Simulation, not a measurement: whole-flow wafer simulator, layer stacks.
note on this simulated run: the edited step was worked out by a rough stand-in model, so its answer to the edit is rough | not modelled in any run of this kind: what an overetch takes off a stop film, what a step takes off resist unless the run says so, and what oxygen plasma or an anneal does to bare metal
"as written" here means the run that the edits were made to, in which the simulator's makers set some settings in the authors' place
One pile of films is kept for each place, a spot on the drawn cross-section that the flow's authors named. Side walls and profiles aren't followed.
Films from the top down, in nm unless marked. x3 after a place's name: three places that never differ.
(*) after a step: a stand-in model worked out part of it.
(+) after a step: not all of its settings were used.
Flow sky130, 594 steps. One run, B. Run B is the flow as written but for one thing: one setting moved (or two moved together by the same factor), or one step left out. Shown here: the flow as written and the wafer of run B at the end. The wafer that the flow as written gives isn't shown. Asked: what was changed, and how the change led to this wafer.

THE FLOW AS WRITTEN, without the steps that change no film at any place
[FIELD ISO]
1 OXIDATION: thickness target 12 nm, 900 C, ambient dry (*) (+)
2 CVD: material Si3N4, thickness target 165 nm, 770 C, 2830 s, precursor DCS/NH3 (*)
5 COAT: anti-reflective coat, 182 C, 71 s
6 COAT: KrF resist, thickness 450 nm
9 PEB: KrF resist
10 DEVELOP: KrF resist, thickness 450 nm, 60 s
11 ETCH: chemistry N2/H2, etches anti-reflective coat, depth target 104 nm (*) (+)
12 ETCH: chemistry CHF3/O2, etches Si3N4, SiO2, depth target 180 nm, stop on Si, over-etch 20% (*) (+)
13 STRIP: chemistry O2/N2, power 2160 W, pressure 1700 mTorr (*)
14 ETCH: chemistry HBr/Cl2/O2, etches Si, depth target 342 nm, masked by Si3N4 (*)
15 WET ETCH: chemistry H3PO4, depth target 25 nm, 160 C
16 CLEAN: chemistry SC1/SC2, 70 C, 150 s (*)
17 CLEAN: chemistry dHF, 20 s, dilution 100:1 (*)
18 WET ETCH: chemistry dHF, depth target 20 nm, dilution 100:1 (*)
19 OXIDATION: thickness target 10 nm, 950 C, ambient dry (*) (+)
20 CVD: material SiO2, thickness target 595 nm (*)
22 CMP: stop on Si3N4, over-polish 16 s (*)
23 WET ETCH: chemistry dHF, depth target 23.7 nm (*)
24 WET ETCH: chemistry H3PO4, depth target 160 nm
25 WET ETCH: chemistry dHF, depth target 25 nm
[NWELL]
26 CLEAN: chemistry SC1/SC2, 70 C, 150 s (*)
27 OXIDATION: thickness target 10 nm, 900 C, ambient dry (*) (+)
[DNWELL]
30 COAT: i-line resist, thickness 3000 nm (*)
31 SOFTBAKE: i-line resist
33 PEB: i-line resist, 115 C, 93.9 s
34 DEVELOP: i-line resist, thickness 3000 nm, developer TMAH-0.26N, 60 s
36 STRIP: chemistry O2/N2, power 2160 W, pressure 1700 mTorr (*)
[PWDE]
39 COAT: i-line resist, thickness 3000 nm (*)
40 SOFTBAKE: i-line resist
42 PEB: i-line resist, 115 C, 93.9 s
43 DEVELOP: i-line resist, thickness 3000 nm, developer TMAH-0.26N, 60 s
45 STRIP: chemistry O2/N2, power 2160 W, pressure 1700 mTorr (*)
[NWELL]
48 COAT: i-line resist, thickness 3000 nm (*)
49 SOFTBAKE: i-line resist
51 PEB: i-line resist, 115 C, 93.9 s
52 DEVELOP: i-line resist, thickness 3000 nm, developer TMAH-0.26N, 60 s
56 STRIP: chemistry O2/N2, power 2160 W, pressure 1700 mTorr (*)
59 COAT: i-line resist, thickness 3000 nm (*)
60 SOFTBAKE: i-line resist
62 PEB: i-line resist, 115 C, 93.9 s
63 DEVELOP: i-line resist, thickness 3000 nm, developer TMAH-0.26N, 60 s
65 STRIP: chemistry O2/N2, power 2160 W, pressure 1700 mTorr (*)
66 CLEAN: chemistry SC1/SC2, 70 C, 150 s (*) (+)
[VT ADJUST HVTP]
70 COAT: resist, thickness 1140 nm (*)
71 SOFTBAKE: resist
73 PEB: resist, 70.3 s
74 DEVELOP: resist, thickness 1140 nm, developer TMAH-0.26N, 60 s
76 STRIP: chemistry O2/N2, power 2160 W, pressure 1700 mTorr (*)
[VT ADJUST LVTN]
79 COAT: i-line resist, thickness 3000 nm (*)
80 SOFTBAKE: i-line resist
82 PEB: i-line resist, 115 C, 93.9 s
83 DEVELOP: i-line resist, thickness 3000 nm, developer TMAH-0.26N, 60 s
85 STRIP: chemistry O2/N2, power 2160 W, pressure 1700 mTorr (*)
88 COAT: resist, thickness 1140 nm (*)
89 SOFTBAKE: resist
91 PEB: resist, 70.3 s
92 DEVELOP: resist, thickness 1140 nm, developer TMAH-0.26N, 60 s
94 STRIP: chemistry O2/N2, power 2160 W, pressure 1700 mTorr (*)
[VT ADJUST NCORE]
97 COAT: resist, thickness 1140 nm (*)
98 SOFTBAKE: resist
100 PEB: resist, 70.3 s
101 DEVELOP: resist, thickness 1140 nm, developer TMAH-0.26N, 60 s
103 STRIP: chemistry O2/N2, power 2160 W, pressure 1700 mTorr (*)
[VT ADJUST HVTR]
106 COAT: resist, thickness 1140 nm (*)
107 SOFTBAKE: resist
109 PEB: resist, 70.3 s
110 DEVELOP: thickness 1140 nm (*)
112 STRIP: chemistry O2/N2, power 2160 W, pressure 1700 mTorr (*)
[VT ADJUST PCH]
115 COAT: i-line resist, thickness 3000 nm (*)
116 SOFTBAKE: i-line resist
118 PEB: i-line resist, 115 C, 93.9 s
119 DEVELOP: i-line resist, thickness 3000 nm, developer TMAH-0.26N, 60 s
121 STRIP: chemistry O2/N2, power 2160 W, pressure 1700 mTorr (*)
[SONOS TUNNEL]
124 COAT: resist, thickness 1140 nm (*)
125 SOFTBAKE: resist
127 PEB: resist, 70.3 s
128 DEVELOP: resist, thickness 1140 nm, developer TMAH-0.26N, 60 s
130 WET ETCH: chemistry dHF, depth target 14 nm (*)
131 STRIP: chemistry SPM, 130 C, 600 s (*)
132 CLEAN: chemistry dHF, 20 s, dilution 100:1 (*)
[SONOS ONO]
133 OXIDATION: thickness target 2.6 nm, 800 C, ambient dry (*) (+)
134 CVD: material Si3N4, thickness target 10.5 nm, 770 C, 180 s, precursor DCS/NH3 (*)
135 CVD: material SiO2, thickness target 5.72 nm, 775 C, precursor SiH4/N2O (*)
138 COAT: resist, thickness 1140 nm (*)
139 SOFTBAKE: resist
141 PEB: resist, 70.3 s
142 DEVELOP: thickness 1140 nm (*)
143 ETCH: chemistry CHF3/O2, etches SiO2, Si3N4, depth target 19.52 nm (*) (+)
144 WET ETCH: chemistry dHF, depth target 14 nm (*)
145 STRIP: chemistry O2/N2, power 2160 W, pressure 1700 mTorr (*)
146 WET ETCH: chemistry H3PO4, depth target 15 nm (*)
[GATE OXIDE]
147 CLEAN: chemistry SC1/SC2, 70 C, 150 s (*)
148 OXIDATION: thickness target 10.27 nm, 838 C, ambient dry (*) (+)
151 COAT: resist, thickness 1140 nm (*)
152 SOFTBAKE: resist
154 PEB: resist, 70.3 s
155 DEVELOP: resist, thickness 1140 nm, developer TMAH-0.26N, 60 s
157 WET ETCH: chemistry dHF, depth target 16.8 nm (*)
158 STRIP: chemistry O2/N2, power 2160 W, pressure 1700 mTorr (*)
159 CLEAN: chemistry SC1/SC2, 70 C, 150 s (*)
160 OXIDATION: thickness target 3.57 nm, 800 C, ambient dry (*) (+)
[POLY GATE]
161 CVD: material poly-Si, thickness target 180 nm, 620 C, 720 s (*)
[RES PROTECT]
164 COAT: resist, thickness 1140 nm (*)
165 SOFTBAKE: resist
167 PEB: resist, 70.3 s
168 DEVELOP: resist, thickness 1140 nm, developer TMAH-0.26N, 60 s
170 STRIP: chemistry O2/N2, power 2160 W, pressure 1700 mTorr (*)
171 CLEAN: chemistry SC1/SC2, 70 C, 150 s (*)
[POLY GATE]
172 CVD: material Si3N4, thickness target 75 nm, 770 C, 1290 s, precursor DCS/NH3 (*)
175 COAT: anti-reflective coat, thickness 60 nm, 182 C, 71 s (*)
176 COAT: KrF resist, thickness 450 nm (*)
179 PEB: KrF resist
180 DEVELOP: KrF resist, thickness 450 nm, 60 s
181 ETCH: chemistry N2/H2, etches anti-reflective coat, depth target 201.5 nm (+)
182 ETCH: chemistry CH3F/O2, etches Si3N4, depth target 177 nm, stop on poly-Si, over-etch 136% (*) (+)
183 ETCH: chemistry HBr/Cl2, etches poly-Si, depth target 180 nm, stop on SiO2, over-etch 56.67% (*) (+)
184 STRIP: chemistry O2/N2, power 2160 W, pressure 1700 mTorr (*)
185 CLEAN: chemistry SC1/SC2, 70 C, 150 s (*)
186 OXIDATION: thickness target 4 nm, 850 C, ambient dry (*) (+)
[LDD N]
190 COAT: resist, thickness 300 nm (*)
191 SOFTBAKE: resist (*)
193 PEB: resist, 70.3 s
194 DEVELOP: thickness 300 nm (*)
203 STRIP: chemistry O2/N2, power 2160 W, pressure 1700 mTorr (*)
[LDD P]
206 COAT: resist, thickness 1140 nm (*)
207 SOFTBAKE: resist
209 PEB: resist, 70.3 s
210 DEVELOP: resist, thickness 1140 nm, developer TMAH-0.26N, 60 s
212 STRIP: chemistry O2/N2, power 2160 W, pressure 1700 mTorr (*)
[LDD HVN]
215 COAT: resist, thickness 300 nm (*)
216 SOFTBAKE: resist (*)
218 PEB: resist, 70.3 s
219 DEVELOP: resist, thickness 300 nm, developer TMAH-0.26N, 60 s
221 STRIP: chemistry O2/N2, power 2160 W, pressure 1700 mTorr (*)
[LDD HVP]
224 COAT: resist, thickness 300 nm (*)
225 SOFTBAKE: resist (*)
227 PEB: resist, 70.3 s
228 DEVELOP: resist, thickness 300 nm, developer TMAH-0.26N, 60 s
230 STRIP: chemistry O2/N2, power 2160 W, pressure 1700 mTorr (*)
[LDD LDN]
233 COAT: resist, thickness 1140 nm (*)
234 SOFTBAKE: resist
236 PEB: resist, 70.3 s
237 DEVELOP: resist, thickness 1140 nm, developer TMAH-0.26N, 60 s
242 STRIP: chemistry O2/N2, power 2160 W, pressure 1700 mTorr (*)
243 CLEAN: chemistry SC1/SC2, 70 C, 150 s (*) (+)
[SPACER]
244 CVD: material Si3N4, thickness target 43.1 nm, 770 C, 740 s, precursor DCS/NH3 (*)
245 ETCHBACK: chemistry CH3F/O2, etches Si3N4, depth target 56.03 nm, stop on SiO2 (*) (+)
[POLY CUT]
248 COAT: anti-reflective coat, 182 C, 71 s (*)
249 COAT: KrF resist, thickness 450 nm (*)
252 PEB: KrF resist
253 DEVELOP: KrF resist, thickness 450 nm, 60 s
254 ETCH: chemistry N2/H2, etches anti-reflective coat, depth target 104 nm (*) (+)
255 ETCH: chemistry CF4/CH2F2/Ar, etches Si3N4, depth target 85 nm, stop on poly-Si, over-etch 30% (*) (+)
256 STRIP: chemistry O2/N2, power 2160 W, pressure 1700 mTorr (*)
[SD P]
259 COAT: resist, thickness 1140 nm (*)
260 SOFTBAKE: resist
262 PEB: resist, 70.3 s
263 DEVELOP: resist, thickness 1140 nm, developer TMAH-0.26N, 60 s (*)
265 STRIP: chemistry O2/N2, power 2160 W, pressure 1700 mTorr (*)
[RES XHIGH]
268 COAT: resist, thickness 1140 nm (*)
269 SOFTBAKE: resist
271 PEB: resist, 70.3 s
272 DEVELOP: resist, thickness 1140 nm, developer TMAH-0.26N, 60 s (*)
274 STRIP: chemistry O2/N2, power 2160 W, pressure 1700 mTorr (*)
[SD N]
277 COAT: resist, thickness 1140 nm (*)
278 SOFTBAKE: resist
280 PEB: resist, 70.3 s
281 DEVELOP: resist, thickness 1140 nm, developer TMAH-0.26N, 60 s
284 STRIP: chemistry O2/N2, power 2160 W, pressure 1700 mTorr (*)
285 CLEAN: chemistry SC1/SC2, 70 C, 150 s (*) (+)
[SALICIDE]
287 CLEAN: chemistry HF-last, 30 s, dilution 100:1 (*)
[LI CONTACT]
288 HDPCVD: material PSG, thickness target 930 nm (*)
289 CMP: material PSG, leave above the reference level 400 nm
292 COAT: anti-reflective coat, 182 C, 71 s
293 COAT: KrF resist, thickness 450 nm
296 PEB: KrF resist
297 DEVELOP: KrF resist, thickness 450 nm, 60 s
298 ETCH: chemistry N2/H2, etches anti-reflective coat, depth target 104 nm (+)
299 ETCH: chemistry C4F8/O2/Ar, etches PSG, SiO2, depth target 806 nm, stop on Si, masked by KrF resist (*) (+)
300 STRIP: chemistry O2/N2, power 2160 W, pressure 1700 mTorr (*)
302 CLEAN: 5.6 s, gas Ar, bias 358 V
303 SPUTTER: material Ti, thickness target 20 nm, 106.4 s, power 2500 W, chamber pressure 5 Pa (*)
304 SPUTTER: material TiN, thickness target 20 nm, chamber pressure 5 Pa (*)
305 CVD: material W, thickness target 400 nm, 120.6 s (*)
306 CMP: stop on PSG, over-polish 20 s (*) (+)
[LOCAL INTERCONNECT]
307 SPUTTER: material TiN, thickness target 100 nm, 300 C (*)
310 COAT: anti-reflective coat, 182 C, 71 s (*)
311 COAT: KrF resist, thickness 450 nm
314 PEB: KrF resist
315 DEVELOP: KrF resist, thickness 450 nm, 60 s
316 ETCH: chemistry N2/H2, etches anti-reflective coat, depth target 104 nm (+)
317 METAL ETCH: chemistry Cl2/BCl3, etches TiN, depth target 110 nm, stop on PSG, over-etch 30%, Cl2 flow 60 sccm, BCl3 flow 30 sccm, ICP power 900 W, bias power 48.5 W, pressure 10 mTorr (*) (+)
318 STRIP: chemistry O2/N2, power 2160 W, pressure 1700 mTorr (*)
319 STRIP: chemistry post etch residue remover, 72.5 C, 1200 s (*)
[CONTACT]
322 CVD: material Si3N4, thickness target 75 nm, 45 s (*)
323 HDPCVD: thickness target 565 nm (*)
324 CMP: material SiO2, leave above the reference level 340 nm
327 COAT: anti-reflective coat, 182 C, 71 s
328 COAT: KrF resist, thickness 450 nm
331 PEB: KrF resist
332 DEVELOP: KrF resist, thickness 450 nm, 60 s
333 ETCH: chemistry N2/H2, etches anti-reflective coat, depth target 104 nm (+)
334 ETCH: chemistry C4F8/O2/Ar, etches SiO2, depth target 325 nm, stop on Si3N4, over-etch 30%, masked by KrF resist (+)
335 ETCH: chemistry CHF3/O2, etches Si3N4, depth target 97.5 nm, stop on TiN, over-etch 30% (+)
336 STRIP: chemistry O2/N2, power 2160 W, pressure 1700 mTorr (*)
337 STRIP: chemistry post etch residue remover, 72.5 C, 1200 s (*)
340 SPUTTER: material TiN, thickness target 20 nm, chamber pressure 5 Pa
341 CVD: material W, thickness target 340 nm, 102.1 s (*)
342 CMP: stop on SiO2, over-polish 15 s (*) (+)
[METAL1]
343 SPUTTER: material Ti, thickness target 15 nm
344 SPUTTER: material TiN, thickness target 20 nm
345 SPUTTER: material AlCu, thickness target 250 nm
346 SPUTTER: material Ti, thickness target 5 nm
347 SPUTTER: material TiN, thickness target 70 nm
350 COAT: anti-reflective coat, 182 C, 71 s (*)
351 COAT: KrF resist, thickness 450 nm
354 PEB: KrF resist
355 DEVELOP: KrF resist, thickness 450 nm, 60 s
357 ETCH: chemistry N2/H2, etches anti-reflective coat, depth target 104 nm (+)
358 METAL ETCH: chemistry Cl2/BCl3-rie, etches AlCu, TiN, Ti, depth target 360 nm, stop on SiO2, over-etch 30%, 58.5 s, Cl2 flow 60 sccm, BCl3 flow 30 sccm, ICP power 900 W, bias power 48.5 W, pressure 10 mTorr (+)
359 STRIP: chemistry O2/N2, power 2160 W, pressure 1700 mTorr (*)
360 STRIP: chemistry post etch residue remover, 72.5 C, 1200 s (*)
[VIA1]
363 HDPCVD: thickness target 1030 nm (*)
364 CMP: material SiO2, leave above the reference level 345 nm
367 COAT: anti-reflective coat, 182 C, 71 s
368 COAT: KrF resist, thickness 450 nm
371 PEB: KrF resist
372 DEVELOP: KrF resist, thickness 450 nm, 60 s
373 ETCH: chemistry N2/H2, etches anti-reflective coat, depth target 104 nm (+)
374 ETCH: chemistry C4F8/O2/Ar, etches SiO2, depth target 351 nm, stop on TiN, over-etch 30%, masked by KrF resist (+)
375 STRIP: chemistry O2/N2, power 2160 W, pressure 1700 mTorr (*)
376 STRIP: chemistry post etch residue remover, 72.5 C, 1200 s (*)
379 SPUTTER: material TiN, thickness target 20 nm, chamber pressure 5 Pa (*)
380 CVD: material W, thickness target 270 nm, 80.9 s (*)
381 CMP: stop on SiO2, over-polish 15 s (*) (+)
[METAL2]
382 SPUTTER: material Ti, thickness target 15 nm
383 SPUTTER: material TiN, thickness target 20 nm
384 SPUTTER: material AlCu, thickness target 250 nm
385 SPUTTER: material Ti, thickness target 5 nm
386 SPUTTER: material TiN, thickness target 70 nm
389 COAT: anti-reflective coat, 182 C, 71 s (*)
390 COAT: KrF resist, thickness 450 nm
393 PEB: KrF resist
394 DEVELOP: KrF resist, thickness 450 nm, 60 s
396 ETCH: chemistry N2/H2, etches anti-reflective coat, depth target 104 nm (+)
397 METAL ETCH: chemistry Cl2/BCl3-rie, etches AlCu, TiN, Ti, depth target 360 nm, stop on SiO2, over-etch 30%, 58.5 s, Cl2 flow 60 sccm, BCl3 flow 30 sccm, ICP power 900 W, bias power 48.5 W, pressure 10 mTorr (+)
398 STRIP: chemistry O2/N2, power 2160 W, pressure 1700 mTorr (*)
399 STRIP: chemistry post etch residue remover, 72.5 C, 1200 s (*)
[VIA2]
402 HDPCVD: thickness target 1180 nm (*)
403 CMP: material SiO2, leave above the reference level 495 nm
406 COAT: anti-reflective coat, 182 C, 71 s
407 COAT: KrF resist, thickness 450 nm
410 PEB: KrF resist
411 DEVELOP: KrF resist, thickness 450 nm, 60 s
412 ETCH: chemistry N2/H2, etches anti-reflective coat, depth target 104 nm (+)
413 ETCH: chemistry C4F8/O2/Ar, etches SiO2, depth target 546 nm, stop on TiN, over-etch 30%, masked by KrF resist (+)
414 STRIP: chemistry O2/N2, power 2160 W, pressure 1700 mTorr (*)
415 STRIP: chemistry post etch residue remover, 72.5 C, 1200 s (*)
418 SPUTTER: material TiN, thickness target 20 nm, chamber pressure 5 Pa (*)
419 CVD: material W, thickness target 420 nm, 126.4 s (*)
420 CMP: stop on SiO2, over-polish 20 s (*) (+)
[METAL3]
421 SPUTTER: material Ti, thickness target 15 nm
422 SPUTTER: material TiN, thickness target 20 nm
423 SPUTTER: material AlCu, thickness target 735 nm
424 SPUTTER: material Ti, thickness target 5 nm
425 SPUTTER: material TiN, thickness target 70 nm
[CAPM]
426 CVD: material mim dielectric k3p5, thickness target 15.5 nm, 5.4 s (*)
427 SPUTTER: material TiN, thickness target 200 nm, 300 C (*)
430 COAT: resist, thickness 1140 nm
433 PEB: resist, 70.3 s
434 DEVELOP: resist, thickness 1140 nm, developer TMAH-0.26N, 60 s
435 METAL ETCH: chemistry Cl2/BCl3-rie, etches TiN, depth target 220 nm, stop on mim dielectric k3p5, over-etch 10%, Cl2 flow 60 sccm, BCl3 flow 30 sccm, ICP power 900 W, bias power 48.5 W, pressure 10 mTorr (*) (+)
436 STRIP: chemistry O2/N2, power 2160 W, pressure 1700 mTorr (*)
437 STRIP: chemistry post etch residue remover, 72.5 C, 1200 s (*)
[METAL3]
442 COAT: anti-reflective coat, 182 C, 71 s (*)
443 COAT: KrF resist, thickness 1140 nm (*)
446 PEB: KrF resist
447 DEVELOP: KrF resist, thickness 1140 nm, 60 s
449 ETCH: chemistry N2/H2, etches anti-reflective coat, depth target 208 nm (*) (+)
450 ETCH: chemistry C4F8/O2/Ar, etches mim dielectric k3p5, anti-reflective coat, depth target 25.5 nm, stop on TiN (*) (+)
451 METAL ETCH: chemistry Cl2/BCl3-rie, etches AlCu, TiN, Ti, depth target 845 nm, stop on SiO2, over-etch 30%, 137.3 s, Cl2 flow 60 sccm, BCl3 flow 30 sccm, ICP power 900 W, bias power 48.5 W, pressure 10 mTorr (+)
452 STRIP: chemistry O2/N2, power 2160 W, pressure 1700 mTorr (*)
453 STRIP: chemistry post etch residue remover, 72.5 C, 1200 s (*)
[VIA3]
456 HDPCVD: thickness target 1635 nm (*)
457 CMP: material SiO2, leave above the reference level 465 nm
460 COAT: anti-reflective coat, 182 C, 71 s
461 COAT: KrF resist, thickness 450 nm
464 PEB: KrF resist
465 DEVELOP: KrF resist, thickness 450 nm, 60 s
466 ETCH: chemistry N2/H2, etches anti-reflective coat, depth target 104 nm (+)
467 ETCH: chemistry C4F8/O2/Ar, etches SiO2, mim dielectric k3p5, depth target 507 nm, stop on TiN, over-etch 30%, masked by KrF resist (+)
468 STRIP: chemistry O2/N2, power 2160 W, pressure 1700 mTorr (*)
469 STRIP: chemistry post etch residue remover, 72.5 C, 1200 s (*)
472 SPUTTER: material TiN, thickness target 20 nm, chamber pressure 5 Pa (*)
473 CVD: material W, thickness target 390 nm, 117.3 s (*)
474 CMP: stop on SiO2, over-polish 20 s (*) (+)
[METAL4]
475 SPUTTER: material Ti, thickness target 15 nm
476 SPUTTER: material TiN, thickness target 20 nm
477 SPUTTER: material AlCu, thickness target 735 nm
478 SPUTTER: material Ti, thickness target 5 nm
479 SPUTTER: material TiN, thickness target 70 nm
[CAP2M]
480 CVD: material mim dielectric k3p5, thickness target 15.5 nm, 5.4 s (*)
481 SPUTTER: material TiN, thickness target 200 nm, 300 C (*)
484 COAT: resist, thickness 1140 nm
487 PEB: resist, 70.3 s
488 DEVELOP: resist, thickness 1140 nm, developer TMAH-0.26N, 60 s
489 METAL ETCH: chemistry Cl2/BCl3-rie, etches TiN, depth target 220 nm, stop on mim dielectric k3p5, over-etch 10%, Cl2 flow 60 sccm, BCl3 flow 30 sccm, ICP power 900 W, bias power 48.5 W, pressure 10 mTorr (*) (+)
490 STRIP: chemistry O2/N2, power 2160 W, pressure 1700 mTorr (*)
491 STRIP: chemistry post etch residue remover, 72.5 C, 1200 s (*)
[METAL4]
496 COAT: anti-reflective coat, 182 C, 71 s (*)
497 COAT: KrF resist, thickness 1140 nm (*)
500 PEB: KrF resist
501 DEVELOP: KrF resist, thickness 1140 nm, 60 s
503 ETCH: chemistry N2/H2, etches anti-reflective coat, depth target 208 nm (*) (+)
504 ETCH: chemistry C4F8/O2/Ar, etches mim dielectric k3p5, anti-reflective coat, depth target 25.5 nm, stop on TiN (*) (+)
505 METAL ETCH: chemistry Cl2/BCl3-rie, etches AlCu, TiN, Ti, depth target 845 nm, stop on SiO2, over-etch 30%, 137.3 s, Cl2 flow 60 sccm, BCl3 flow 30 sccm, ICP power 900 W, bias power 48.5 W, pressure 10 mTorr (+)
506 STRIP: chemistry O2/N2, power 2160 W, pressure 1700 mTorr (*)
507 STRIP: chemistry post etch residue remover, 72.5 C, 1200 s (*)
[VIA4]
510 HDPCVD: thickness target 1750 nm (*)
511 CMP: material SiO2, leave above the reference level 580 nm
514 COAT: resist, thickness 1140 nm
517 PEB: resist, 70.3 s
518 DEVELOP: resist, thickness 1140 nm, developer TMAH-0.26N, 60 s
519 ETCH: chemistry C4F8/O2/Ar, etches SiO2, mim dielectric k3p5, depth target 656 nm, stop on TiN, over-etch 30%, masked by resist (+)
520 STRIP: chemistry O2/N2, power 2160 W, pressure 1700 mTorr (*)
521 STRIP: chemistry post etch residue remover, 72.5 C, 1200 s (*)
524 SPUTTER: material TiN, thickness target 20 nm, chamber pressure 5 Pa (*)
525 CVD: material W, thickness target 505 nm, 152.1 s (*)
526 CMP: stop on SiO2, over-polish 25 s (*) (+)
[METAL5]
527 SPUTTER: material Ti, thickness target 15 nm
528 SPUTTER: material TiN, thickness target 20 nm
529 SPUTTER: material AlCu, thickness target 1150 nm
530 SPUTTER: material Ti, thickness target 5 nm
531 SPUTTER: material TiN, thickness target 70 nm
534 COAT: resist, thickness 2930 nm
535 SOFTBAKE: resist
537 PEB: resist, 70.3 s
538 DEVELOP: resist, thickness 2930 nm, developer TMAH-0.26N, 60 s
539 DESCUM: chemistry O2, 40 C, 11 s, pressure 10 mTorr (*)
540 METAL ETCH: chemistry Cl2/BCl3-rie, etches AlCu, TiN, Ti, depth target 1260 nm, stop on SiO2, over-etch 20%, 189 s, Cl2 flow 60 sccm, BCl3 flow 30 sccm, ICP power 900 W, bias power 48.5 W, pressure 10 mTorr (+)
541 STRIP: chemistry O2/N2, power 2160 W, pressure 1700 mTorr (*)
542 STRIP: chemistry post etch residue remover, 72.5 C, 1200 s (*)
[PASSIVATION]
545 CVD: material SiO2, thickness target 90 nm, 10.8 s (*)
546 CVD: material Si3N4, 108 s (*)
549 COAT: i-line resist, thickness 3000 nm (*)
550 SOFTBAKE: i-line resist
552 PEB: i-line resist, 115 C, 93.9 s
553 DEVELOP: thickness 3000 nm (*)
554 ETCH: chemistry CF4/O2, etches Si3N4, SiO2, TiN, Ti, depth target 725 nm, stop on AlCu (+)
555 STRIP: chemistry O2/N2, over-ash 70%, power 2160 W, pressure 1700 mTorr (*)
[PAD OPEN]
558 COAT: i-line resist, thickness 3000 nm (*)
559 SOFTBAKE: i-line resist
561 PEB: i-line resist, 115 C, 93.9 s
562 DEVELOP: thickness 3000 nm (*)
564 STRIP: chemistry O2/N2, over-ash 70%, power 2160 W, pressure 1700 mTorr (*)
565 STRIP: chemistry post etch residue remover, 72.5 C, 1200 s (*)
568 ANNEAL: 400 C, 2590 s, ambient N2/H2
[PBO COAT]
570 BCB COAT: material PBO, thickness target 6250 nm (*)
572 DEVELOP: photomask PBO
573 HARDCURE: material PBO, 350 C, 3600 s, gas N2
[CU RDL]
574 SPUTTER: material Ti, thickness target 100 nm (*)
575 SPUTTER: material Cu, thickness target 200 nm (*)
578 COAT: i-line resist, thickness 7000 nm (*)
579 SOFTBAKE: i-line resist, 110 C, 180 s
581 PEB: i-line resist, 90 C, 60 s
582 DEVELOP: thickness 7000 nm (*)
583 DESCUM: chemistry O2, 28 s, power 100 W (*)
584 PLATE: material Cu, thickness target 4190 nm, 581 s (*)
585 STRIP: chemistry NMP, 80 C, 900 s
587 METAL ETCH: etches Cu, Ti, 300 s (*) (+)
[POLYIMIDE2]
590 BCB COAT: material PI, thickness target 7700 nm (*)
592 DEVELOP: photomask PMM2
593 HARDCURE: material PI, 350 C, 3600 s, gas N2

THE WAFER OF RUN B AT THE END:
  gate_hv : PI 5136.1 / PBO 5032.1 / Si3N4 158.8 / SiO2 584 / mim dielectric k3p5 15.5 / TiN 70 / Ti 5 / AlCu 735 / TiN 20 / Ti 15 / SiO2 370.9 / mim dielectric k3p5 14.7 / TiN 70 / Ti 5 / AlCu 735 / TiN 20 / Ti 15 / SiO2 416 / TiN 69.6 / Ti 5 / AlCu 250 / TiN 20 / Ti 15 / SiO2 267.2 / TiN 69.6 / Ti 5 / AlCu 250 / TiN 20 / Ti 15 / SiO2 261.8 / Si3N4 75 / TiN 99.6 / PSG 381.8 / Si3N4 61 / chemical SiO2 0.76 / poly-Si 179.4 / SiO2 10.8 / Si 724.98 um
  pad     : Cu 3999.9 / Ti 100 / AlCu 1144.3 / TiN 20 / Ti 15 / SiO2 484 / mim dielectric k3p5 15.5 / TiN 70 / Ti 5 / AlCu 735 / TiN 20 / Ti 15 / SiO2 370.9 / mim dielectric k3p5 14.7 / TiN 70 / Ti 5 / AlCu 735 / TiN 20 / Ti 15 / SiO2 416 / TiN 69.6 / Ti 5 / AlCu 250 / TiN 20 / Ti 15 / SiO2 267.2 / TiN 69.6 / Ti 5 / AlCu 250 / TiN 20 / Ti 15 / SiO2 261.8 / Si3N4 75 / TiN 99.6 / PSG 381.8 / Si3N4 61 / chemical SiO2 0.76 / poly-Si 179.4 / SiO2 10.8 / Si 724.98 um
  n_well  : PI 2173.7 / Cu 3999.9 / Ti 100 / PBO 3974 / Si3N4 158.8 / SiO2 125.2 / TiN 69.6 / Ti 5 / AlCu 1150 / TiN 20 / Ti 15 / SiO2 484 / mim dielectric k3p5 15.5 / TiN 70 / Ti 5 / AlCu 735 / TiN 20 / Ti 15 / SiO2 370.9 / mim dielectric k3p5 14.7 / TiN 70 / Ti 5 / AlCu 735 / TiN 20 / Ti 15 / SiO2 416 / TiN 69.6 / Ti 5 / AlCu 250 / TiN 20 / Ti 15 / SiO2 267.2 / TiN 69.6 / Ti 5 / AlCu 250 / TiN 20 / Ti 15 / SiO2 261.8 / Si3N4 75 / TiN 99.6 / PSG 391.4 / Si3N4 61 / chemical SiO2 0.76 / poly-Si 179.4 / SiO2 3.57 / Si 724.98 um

The cause: step 426, CVD: thickness target 14.7 nm was run, where the flow has thickness target 15.5 nm; step 426, CVD: 5.13 s was run, where the flow has 5.4 s.
It can be read off the wafer: gate_hv has mim dielectric k3p5 14.7, and step 426 as written asks for 15.5 nm.

How the change led to this, step by step:
  426 CVD: material mim dielectric k3p5, thickness target 15.5 nm, 5.4 s (*)
      field, active, n_well and 188 more: mim dielectric k3p5 +14.7 (new film) (as written it would be: mim dielectric k3p5 +15.5 (new film))
  450 ETCH: chemistry C4F8/O2/Ar, etches mim dielectric k3p5, anti-reflective coat, depth target 25.5 nm, stop on TiN (*) (+)
      n_well, p_well, gate_hv and 104 more: KrF resist -14.7 (as written it would be: KrF resist -15.5)
      field, active, gate and 82 more: mim dielectric k3p5 -14.7 (all of it) (as written it would be: mim dielectric k3p5 -15.5 (all of it))
  467 ETCH: chemistry C4F8/O2/Ar, etches SiO2, mim dielectric k3p5, depth target 507 nm, stop on TiN, over-etch 30%, masked by KrF resist (+)
      m1: SiO2 -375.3 (all of it), mim dielectric k3p5 -14.7 (all of it) (as written it would be: SiO2 -374.5 (all of it), mim dielectric k3p5 -15.5 (all of it))
      via3_hole: SiO2 -374.7 (all of it), mim dielectric k3p5 -14.7 (all of it) (as written it would be: SiO2 -373.9 (all of it), mim dielectric k3p5 -15.5 (all of it))
